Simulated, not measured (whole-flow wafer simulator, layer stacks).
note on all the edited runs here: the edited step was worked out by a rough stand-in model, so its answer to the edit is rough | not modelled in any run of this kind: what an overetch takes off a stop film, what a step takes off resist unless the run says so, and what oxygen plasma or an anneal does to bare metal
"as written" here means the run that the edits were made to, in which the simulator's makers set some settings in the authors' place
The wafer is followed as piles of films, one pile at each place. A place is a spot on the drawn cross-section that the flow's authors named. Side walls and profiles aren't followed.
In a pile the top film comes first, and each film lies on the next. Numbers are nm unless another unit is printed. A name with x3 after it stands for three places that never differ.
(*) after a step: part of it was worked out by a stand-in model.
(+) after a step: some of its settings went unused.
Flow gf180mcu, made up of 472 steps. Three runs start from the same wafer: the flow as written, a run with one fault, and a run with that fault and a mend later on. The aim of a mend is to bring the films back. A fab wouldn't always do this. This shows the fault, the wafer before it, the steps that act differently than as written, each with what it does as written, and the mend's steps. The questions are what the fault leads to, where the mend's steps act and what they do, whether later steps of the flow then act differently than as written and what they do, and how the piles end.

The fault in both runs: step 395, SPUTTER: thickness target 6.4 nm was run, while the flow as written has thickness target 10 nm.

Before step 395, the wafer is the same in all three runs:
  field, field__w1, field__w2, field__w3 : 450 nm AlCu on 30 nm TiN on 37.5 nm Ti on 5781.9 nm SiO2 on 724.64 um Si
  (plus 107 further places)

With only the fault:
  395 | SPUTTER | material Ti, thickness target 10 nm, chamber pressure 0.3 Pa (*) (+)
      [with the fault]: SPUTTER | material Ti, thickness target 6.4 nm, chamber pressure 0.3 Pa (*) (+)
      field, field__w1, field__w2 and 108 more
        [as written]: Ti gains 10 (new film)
        [with the fault]: Ti gains 6.4 (new film)
  Steps further on in the flow that do not act as written (2 more steps, not shown, differ only slightly: by at most 2% or 0.5 nm, whichever is larger):
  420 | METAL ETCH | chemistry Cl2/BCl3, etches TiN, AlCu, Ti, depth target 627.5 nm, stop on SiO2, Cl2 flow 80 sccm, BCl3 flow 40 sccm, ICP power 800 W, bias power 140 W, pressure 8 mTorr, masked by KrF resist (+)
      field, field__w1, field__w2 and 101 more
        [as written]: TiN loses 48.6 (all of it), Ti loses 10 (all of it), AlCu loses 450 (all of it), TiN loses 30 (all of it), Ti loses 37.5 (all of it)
        [with the fault]: TiN loses 48.6 (all of it), Ti loses 6.4 (all of it), AlCu loses 450 (all of it), TiN loses 30 (all of it), Ti loses 37.5 (all of it)
  By the end, the piles at field__w4, field__w8, contact, m1, m1__w1, mim, mim_1p0, m1_nw depart from the flow's by more than 2% or 0.5 nm, whichever is larger.
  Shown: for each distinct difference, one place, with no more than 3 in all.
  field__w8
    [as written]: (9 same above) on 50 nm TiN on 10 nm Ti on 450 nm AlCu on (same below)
    [with the fault]: (9 same above) on 50 nm TiN on 6.4 nm Ti on 450 nm AlCu on (same below)
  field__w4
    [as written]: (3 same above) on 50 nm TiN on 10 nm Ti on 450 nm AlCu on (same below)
    [with the fault]: (3 same above) on 50 nm TiN on 6.4 nm Ti on 450 nm AlCu on (same below)
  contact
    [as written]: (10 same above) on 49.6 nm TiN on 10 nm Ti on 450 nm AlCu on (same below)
    [with the fault]: (10 same above) on 49.6 nm TiN on 6.4 nm Ti on 450 nm AlCu on (same below)

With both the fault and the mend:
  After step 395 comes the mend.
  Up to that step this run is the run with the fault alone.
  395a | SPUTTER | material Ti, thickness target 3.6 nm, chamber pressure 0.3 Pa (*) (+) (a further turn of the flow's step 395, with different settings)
      field, field__w1, field__w2 and 108 more
        Ti gains 3.6
  Later steps of the flow that are run all act as written at every place that is followed.
  At every place that both follow, the piles at the end match the flow's.
